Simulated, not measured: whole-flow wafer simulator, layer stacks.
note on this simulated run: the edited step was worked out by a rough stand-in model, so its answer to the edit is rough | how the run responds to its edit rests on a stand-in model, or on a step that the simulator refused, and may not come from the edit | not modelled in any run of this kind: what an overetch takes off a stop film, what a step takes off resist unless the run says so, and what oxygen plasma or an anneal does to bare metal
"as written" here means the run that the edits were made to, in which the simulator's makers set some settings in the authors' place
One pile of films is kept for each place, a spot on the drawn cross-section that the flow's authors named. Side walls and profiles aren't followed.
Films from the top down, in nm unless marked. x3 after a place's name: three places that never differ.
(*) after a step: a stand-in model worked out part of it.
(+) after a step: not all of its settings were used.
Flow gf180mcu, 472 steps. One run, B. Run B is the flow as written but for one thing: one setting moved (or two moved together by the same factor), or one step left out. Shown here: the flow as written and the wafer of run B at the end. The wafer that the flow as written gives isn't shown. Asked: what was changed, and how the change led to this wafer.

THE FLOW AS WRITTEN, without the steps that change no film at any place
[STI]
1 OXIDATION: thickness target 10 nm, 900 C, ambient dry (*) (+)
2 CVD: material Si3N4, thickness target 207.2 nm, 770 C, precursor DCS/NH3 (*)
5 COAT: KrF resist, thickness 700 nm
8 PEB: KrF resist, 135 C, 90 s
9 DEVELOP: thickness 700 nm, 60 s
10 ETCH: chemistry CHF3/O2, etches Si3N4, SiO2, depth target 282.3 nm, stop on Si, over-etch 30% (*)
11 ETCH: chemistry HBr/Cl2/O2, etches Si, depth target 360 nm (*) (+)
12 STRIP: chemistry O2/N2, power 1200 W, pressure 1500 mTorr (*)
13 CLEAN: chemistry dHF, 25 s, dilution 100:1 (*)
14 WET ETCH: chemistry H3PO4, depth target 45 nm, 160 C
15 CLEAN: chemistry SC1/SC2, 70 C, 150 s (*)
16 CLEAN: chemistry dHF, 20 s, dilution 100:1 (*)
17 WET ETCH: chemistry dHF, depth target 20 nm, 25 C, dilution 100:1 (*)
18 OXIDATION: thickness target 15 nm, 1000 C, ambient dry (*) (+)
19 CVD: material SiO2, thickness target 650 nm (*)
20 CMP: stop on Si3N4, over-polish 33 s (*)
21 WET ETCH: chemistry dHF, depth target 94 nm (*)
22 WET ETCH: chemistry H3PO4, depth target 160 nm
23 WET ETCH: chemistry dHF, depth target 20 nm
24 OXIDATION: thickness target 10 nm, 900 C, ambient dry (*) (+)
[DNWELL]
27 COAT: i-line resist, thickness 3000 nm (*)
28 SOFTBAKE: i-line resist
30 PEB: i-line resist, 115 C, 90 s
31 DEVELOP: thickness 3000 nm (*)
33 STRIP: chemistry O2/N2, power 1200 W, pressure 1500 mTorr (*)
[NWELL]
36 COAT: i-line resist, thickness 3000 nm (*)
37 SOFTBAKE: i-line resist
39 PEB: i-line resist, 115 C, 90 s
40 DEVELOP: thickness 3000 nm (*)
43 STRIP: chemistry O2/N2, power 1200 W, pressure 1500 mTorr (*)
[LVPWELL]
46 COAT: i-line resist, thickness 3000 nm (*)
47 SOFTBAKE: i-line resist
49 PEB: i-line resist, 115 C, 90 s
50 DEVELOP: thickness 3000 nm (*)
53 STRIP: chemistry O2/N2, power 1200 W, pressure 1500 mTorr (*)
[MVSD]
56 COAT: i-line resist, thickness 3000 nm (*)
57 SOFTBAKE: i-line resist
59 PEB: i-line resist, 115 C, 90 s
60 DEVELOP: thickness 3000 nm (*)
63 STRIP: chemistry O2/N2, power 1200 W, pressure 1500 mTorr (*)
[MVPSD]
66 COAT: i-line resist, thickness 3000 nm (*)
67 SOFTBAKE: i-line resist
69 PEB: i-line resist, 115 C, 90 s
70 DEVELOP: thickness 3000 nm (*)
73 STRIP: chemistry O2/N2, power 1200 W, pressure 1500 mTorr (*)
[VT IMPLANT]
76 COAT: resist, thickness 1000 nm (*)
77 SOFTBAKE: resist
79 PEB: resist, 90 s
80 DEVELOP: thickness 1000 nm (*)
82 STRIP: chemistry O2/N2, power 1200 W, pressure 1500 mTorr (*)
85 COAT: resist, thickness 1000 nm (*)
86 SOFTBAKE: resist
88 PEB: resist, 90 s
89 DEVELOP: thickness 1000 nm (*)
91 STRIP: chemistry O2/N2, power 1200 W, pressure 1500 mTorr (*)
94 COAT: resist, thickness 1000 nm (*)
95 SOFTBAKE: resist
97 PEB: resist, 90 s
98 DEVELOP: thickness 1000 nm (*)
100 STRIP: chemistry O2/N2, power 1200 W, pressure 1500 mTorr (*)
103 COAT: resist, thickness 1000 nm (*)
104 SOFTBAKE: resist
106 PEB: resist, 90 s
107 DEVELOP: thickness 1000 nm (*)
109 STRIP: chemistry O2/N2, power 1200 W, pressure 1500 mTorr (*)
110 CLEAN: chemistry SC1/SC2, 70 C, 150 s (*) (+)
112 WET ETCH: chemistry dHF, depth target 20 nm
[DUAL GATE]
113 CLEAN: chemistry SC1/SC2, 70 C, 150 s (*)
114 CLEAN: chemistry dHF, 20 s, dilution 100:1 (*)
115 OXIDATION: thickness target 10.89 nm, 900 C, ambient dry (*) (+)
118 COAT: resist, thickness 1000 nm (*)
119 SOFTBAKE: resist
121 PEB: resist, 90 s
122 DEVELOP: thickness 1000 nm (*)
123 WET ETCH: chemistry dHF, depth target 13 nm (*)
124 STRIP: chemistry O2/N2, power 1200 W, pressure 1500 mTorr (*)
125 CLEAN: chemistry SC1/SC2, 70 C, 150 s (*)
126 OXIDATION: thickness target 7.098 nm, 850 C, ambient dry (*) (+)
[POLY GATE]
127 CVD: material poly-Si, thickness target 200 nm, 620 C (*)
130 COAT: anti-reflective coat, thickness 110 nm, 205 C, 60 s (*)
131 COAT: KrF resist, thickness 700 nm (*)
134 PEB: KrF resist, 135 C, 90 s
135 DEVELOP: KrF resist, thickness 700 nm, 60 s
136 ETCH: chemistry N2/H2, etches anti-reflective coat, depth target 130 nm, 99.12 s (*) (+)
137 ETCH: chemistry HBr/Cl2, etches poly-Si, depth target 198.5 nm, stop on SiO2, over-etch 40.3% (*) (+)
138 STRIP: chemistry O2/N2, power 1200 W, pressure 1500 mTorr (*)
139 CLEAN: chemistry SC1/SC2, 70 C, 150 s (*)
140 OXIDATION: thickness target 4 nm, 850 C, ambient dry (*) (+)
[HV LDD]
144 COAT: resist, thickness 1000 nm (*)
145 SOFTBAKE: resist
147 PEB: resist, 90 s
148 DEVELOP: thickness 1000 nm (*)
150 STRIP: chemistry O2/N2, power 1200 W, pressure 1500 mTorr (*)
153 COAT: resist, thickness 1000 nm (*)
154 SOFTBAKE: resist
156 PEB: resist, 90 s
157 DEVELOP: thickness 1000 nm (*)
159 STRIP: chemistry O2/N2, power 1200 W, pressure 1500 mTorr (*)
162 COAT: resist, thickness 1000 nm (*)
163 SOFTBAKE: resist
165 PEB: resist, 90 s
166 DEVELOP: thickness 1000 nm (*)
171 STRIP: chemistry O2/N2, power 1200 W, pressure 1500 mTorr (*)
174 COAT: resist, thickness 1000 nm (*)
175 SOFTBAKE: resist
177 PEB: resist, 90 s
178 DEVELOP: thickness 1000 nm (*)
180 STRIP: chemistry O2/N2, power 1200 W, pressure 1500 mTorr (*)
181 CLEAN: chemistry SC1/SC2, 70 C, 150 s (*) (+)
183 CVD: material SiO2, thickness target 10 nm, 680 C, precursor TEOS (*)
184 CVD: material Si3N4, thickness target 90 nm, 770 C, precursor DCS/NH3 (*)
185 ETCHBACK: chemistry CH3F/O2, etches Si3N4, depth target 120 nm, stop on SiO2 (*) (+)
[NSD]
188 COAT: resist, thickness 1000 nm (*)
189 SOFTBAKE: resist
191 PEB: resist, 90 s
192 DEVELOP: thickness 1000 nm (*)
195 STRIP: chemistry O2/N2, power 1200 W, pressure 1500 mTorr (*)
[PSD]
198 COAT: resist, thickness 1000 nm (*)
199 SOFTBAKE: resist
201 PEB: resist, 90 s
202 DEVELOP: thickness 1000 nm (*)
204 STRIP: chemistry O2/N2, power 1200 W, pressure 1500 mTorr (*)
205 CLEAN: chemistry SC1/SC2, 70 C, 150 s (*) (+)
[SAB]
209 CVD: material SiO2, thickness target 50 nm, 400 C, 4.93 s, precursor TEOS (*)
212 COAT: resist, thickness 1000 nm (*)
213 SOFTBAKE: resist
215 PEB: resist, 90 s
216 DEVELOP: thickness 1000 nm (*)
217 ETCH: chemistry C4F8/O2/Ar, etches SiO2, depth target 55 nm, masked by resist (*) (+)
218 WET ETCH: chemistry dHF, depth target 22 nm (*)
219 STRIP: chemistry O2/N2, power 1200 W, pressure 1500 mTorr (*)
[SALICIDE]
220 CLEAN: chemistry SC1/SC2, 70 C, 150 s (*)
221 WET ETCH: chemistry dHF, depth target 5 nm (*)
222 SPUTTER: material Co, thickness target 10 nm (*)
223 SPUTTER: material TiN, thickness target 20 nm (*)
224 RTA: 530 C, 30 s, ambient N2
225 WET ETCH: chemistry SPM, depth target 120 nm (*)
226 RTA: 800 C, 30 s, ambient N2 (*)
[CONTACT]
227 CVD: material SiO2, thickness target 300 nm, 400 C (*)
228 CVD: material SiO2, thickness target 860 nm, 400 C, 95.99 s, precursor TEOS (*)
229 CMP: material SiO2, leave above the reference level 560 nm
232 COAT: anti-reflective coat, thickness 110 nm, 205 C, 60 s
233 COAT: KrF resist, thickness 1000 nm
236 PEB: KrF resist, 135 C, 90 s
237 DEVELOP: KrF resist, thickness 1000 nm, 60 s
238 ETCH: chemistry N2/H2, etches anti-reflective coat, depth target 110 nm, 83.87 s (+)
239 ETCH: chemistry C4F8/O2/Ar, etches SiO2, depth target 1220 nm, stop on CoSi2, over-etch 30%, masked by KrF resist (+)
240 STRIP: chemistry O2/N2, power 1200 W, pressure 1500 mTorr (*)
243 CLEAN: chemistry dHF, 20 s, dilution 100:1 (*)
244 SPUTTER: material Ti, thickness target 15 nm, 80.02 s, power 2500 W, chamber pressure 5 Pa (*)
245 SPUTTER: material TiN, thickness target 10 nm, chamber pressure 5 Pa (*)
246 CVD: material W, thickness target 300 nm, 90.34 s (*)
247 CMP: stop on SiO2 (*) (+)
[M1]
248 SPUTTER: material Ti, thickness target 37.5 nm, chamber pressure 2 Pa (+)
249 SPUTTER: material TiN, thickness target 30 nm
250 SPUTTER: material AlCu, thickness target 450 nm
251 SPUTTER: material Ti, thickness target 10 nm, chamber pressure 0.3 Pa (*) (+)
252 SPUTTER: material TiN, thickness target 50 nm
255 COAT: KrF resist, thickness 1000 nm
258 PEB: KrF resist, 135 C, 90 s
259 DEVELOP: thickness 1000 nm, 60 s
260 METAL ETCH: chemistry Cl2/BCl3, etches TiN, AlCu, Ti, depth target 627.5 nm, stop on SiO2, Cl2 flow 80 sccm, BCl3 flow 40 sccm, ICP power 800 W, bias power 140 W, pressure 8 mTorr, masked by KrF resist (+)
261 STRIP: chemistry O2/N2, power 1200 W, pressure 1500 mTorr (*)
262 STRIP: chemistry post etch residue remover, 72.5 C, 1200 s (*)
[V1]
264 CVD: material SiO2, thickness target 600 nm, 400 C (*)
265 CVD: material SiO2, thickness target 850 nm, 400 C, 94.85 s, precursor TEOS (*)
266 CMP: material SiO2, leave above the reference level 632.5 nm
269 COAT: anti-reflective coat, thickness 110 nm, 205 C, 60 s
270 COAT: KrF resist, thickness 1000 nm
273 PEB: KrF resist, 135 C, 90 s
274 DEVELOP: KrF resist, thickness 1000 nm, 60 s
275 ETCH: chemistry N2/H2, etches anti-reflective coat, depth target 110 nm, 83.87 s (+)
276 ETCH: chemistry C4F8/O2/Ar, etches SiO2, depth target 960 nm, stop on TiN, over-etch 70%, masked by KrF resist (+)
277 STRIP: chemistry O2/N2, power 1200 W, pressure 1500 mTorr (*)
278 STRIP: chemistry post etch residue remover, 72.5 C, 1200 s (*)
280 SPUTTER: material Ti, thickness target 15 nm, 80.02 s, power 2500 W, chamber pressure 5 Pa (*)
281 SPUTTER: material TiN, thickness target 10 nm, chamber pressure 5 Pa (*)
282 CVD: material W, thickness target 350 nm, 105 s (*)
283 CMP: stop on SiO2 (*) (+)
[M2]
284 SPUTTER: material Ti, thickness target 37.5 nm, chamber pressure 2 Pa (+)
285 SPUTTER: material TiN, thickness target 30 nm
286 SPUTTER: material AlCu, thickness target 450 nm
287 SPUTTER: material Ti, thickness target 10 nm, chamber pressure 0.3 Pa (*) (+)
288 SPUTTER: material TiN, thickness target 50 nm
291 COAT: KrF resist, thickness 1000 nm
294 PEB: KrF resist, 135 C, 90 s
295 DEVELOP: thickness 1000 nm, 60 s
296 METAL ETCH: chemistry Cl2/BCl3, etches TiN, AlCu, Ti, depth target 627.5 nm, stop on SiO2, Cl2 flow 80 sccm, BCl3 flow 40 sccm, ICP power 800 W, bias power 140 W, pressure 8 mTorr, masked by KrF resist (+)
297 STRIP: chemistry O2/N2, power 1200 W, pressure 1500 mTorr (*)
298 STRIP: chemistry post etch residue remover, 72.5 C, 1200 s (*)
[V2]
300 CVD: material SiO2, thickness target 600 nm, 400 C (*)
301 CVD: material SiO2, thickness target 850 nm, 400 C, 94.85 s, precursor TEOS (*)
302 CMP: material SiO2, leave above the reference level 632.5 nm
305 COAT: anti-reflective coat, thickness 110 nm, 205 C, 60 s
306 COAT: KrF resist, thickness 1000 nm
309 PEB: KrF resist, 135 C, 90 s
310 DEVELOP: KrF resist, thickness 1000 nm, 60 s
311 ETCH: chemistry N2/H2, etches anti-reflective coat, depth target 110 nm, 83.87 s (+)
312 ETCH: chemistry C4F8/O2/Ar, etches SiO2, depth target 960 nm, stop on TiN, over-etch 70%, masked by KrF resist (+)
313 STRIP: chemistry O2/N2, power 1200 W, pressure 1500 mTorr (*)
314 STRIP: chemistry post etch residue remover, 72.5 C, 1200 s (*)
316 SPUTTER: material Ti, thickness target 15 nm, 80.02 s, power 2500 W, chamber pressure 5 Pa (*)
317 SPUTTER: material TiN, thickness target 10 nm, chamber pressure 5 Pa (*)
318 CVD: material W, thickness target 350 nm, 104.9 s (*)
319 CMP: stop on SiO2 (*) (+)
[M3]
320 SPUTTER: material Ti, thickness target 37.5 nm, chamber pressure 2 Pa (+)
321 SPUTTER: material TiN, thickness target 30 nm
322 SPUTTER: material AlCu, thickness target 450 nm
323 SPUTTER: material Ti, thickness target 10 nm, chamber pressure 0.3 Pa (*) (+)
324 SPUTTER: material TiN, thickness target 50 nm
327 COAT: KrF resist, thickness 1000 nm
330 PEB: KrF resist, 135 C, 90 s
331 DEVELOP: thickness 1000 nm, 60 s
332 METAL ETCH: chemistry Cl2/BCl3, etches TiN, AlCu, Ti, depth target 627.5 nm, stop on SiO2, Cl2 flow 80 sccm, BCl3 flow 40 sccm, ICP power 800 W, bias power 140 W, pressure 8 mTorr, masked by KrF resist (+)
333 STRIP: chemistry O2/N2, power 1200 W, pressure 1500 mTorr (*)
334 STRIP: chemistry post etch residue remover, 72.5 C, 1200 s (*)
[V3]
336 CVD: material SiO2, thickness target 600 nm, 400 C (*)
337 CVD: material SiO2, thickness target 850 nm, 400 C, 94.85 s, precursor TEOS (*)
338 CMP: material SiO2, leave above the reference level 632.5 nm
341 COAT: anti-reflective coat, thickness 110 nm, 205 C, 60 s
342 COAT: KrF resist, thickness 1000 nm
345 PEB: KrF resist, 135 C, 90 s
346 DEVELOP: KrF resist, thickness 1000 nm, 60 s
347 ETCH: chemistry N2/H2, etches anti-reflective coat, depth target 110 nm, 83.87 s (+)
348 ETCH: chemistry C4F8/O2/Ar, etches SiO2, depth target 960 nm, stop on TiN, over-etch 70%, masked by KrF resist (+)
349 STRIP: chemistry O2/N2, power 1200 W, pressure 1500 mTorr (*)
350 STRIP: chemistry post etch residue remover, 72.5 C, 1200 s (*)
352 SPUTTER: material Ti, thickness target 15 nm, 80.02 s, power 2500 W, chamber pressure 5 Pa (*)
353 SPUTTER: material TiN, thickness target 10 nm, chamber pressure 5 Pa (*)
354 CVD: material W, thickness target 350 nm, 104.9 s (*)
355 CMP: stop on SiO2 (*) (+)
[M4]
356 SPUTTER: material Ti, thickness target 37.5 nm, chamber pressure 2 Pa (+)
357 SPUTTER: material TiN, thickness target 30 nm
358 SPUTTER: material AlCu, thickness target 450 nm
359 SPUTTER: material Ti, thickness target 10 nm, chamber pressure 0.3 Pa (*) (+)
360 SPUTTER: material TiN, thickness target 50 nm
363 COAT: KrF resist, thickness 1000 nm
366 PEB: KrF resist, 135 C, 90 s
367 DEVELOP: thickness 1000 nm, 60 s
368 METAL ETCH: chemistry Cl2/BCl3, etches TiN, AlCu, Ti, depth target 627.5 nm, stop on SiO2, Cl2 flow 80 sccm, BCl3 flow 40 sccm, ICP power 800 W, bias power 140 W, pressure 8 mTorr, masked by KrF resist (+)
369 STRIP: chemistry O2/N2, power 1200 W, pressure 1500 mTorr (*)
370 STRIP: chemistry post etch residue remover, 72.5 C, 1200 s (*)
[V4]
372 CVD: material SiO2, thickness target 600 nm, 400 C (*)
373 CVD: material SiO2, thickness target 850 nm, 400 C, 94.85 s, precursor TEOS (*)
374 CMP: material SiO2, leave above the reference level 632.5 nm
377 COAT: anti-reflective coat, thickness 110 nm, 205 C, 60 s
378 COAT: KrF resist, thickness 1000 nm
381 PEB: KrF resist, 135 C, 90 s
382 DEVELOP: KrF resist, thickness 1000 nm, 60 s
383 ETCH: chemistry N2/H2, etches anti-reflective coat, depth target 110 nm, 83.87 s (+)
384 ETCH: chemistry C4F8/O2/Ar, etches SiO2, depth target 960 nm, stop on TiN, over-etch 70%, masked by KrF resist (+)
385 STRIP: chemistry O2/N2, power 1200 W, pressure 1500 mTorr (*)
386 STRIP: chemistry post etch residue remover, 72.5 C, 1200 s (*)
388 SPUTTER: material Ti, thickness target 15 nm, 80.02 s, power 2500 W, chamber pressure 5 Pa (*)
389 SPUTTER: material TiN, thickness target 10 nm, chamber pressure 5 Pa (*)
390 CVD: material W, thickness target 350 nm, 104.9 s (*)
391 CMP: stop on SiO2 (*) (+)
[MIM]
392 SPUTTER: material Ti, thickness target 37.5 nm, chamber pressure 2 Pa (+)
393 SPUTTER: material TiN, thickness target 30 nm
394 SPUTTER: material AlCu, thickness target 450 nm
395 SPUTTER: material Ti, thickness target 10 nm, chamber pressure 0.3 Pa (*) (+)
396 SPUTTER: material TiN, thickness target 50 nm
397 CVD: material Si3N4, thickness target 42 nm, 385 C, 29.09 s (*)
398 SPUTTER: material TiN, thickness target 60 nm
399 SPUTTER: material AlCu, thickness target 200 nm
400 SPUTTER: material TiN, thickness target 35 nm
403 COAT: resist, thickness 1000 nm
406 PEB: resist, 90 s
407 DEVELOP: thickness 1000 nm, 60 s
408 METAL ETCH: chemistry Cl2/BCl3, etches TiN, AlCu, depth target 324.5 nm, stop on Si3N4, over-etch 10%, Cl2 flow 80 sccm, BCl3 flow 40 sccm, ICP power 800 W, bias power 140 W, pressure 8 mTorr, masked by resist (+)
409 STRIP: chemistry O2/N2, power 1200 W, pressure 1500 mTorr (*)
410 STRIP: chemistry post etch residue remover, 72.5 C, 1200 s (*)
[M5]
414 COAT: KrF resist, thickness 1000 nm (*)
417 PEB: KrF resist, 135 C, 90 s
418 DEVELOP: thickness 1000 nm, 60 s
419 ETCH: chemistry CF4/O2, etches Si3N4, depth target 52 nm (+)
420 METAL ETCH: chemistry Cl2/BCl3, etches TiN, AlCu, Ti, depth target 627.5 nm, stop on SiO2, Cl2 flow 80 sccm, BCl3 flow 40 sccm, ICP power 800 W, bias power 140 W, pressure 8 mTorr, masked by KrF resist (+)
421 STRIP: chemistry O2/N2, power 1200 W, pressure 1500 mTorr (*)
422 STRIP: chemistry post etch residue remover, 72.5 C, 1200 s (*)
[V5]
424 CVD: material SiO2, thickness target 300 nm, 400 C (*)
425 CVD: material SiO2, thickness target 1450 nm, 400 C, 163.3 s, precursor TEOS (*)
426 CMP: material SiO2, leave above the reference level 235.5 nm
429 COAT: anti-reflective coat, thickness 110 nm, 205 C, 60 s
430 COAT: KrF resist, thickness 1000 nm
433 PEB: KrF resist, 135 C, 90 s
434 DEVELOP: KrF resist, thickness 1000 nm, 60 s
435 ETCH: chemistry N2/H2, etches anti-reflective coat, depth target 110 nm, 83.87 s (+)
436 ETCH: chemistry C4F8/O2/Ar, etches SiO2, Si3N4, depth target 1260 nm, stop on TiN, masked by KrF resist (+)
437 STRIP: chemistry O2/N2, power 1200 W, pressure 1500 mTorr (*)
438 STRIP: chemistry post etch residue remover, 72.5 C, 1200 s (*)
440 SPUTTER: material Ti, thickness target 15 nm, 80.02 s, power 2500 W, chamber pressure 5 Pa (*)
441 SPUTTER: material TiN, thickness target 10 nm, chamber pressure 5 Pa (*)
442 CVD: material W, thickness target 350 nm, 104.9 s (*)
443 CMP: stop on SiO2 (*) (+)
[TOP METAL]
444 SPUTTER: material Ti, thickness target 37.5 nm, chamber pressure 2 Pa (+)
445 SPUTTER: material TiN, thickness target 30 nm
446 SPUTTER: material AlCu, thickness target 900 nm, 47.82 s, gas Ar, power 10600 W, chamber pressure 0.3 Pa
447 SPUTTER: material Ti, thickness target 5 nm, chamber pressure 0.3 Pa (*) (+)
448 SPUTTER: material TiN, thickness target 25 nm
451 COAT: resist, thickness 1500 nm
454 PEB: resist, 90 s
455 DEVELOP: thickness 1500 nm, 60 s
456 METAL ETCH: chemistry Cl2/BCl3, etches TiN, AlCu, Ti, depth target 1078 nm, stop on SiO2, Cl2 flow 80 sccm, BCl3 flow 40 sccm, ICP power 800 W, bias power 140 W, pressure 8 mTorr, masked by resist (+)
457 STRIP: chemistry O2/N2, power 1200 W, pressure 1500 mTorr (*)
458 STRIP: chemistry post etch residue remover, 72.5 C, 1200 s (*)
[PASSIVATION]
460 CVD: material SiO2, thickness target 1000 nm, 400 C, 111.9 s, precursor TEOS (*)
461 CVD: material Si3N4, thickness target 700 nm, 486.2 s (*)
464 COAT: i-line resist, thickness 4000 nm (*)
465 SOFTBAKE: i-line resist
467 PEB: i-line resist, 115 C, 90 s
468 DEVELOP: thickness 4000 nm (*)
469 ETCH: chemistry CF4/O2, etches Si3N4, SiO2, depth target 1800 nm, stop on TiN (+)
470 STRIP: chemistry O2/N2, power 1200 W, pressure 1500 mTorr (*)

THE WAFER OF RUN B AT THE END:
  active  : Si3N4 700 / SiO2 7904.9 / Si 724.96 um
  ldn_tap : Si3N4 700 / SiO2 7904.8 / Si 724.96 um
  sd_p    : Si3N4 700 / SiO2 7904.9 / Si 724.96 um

The cause: step 115, OXIDATION: 1080 C was run, where the flow has 900 C.

How the change led to this, step by step:
  115 OXIDATION: thickness target 10.89 nm, 900 C, ambient dry (*) (+)
      active, n_well, p_well and 40 more: SiO2 +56 (new film), Si -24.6 (as written it would be: SiO2 +10.9 (new film), Si -4.79)
      sti, mim_1p0, pad and 19 more: SiO2 +9.9, Si -4.36 (as written it would be: SiO2 +1.22, Si -0.54)
      (and at 27 more places)
  123 WET ETCH: chemistry dHF, depth target 13 nm (*)
      active, n_well, p_well and 12 more: SiO2 -13 (as written it would be: SiO2 -10.9 (all of it))
  124 STRIP: chemistry O2/N2, power 1200 W, pressure 1500 mTorr (*)
      active, n_well, p_well and 12 more: nothing (as written it would be: chemical SiO2 +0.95 (new film), Si -0.42)
  126 OXIDATION: thickness target 7.098 nm, 850 C, ambient dry (*) (+)
      active, n_well, p_well and 12 more: SiO2 +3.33, Si -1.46 (as written it would be: SiO2 +7.1 (new film), chemical SiO2 -0.76 (all of it), Si -2.79)
      gate_hv, active_hv, active_nat and 25 more: SiO2 +3.06, Si -1.35 (as written it would be: SiO2 +3.72, Si -1.64)
  130 COAT: anti-reflective coat, thickness 110 nm, 205 C, 60 s (*)
      p_well, spacer, sd_n: anti-reflective coat +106 (new film) (as written it would be: anti-reflective coat +121 (new film))
      field__w1: anti-reflective coat +110.8 (new film) (as written it would be: anti-reflective coat +99.6 (new film))
      (and at 73 more places)
  136 ETCH: chemistry N2/H2, etches anti-reflective coat, depth target 130 nm, 99.12 s (*) (+)
      p_well, spacer, sd_n: anti-reflective coat -106 (all of it), poly-Si -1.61 (as written it would be: anti-reflective coat -121 (all of it), poly-Si -1.23)
      field__w1: anti-reflective coat -110.8 (all of it), poly-Si -1.49 (as written it would be: anti-reflective coat -99.6 (all of it), poly-Si -1.78)
      (and at 50 more places)
  138 STRIP: chemistry O2/N2, power 1200 W, pressure 1500 mTorr (*)
      gate: chemical SiO2 +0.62 (new film), KrF resist -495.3 (all of it), anti-reflective coat -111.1 (all of it), poly-Si -0.27 (as written it would be: chemical SiO2 +0.62 (new film), KrF resist -496.5 (all of it), anti-reflective coat -117 (all of it), poly-Si -0.27)
      gate_hv: chemical SiO2 +0.62 (new film), KrF resist -491.8 (all of it), anti-reflective coat -104.6 (all of it), poly-Si -0.27 (as written it would be: chemical SiO2 +0.62 (new film), KrF resist -495.3 (all of it), anti-reflective coat -109.8 (all of it), poly-Si -0.27)
      (and at 21 more places)
  145 SOFTBAKE: resist
      nw_enc_fld_lv__w3: resist -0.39 (as written it would be: resist +0.39)
  154 SOFTBAKE: resist
      nw_enc_fld_lv__w3: resist -0.39 (as written it would be: resist +0.39)
  163 SOFTBAKE: resist
      nw_enc_fld_lv__w3: resist -0.39 (as written it would be: resist +0.39)
  175 SOFTBAKE: resist
      nw_enc_fld_lv__w3: resist -0.39 (as written it would be: resist +0.39)
  188 COAT: resist, thickness 1000 nm (*)
      field__w6: resist +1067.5 (new film) (as written it would be: resist +1031.4 (new film))
  189 SOFTBAKE: resist
      nw_enc_fld_lv__w3: resist -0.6 (as written it would be: resist +0.35)
      field__w6: resist +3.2 (as written it would be: resist +2.45)
      (and at 1 more place)
  191 PEB: resist, 90 s
      field__w6: resist -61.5 (as written it would be: resist -59.1)
  192 DEVELOP: thickness 1000 nm (*)
      field__w6: resist -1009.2 (all of it) (as written it would be: resist -974.8 (all of it))
  198 COAT: resist, thickness 1000 nm (*)
      field__w6: resist +1067.5 (new film) (as written it would be: resist +1031.4 (new film))
  ... 21 more steps ...
  471 ANNEAL: 400 C, 1800 s, ambient N2/H2
      contact: under 49 films: void +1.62 (new film), Ti -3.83, TiSi first +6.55 (new film), Si -4.35 (as written it would be: nothing)
Counting metal films that touch as one body, active has 0 bodies; the flow as written gives 1 body.
Counting metal films that touch as one body, ldn_tap has 0 bodies; the flow as written gives 1 body.
Counting metal films that touch as one body, sd_p has 0 bodies; the flow as written gives 1 body.
